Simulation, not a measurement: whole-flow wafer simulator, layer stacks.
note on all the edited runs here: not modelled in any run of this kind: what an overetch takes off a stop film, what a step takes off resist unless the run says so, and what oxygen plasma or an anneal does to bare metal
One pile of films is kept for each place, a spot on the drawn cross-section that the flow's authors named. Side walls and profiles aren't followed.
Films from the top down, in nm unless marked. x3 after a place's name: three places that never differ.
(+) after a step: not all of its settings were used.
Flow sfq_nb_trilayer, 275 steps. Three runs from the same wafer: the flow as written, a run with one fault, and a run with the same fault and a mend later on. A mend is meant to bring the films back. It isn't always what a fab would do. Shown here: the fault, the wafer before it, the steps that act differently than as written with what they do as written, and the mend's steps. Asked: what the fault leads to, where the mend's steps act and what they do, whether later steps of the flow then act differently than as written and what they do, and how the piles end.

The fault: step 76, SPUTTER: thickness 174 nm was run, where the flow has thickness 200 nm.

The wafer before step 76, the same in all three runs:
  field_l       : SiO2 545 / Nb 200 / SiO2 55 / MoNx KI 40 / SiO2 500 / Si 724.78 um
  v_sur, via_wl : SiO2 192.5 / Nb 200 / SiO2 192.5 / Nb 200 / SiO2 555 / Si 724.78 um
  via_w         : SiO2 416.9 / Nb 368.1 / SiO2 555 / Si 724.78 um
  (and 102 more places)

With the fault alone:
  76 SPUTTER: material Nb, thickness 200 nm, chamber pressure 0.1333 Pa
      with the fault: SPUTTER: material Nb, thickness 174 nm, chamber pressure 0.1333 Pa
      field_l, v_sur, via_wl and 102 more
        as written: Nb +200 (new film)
        with the fault: Nb +174 (new film)
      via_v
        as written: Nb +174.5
        with the fault: Nb +152.2
  Later steps of the flow that act differently than as written (6 more steps differ only slightly, by at most 2% or 0.5 nm, whichever is larger, and aren't shown):
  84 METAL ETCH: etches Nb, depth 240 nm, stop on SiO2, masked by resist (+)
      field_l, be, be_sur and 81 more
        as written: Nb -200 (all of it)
        with the fault: Nb -174 (all of it)
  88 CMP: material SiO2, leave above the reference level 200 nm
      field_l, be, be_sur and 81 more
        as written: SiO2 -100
        with the fault: SiO2 -126
  At the end the piles differ from the flow's by more than 2% or 0.5 nm, whichever is larger, at v_sur, via_wl, via_w and 29 more.
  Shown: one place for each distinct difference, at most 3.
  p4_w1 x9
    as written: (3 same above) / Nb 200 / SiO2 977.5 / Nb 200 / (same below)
    with the fault: (3 same above) / Nb 200 / SiO2 951.5 / Nb 200 / (same below)
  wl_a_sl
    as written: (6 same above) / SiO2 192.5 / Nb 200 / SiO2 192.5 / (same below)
    with the fault: (6 same above) / SiO2 192.5 / Nb 174 / SiO2 192.5 / (same below)
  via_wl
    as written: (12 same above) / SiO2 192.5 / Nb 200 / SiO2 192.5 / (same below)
    with the fault: (12 same above) / SiO2 192.5 / Nb 174 / SiO2 192.5 / (same below)

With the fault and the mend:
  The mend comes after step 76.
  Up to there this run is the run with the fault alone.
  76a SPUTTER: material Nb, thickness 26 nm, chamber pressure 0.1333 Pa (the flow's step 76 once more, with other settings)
      field_l, v_sur, via_wl and 102 more
        Nb +26
      via_v
        Nb +20.1
  No later step of the flow acts differently than as written, at any place that is followed, by more than 2% or 0.5 nm, whichever is larger.
  At the end the piles differ from the flow's only slightly at the places that both follow, by at most 2% or 0.5 nm, whichever is larger.
